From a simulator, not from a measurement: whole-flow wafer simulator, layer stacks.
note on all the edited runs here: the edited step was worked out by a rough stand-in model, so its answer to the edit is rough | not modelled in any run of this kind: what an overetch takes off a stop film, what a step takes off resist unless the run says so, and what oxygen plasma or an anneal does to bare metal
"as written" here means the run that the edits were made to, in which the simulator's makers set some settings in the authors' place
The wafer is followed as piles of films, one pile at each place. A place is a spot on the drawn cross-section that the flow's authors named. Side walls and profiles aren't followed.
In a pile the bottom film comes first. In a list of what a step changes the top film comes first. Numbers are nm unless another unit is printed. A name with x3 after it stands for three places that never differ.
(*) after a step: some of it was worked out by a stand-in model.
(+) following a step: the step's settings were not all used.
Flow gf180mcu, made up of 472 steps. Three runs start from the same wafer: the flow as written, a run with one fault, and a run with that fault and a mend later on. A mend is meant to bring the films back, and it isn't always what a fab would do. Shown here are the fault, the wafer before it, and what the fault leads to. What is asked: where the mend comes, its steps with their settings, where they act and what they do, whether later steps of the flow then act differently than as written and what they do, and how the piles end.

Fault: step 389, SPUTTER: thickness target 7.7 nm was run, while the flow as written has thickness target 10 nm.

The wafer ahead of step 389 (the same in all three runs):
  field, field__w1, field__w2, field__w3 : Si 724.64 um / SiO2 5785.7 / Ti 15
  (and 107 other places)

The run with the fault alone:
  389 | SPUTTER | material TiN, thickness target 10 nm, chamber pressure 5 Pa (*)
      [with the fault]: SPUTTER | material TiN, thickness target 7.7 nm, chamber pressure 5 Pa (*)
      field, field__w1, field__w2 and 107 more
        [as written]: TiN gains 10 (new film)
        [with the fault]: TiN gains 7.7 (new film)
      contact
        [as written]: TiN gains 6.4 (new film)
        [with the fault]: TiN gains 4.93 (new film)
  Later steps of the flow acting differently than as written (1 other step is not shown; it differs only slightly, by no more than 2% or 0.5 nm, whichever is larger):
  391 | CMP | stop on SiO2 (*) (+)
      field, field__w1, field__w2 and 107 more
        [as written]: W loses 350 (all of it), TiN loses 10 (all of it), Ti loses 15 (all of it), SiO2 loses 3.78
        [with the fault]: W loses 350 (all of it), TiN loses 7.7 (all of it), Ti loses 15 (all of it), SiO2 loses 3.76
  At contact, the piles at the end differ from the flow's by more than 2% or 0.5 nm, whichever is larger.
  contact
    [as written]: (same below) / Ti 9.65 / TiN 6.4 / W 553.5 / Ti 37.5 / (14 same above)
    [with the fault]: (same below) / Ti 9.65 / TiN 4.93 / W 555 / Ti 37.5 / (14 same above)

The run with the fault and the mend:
  The mend stands after step 389.
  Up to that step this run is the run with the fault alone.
  389a | SPUTTER | material TiN, thickness target 2.3 nm, chamber pressure 5 Pa (*) (a further turn of the flow's step 389, with different settings)
      field, field__w1, field__w2 and 107 more
        TiN gains 2.3
      contact
        TiN gains 1.47
  Every later step of the flow that is run acts as written at every place that is followed.
  At every place that both follow, the piles at the end match the flow's.
